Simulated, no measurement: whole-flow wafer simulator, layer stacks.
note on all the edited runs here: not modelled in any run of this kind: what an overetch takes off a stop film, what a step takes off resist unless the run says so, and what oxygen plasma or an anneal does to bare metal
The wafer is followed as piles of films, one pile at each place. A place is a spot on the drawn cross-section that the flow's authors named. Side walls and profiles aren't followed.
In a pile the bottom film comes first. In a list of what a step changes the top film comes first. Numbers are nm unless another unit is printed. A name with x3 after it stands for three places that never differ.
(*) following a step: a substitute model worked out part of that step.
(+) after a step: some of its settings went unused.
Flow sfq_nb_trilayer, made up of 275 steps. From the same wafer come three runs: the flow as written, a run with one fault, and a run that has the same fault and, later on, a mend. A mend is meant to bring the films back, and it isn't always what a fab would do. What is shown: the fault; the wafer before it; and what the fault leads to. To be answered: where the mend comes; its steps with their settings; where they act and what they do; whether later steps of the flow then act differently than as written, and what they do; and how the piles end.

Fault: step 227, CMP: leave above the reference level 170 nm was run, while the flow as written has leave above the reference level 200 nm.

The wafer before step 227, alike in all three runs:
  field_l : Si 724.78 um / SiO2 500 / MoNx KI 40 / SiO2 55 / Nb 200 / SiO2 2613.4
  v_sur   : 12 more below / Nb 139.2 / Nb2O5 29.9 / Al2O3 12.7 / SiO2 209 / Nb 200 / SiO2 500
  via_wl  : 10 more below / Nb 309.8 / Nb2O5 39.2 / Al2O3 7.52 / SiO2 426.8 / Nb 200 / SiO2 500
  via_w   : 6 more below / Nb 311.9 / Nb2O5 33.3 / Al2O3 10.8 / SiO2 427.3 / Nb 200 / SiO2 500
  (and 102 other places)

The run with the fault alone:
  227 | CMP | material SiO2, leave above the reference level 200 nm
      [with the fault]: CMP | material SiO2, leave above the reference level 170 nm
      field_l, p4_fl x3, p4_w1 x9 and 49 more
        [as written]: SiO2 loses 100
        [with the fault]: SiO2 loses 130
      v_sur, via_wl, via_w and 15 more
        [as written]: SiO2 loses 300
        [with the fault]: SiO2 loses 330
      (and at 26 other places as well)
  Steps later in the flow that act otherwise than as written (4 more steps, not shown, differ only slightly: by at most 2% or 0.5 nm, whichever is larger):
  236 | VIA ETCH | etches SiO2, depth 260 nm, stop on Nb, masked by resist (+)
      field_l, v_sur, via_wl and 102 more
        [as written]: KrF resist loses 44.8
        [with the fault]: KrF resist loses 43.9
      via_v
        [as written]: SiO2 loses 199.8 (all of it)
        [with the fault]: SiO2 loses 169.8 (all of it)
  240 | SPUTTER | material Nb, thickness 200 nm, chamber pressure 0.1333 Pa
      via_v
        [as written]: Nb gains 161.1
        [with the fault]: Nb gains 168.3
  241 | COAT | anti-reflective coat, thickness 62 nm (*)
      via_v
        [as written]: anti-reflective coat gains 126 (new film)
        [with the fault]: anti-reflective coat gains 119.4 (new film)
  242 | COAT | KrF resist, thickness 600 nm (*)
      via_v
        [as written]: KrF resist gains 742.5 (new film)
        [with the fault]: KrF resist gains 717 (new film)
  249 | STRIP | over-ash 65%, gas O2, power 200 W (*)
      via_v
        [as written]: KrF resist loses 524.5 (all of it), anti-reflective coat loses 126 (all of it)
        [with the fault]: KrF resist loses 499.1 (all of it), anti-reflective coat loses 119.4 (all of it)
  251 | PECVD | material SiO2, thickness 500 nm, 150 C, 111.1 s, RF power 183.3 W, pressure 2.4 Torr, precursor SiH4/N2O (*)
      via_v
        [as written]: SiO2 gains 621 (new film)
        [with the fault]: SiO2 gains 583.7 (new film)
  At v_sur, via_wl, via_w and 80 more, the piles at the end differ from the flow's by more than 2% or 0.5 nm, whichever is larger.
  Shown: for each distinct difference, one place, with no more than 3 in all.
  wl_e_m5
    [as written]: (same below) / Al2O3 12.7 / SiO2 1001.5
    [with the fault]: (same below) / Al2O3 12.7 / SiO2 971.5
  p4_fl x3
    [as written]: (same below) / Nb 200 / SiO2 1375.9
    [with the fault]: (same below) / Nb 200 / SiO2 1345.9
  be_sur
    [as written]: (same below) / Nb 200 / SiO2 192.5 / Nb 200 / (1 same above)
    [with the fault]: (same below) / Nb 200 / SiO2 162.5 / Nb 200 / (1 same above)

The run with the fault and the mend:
  The mend stands after step 234.
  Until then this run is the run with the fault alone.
  234a | STRIP | over-ash 65%, gas O2, power 200 W (*)
      field_l, v_sur, via_wl and 102 more
        KrF resist loses 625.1 (all of it), anti-reflective coat loses 62 (all of it)
      via_v
        anti-reflective coat loses 62 (all of it)
  234b | PECVD | material SiO2, thickness 30 nm, 150 C, 6.667 s, RF power 183.3 W, pressure 2.4 Torr, precursor SiH4/N2O (the flow's step 226, run once more with other settings)
      field_l, v_sur, via_wl and 103 more
        SiO2 gains 30
  234c | COAT | anti-reflective coat, thickness 62 nm (the flow's step 229, run once more)
      field_l, v_sur, via_wl and 103 more
        anti-reflective coat gains 62 (new film)
  234d | COAT | KrF resist, thickness 650 nm (the flow's step 230, run once more)
      field_l, v_sur, via_wl and 103 more
        KrF resist gains 650 (new film)
  234e | SOFTBAKE | KrF resist (the flow's step 231, run once more)
      alters no film at any place that is followed
  234f | EXPOSE | photomask I6, dose 11.91 mJ/cm2, NA 0.6, wavelength 248 nm (*) (the flow's step 232, run once more)
      alters no film at any place that is followed
  234g | PEB | KrF resist, 90 s (the flow's step 233, run once more)
      field_l, v_sur, via_wl and 103 more
        KrF resist loses 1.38
  234h | DEVELOP | KrF resist, thickness 650 nm, 60 s (the flow's step 234, run once more)
      field_l, v_sur, via_wl and 102 more
        KrF resist loses 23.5
      via_v
        KrF resist loses 648.6 (all of it)
  Later steps of the flow that are run all act as written at every place that is followed, up to a difference of at most 2% or 0.5 nm, whichever is larger.
  The piles end the same as the flow's at every place that both follow.
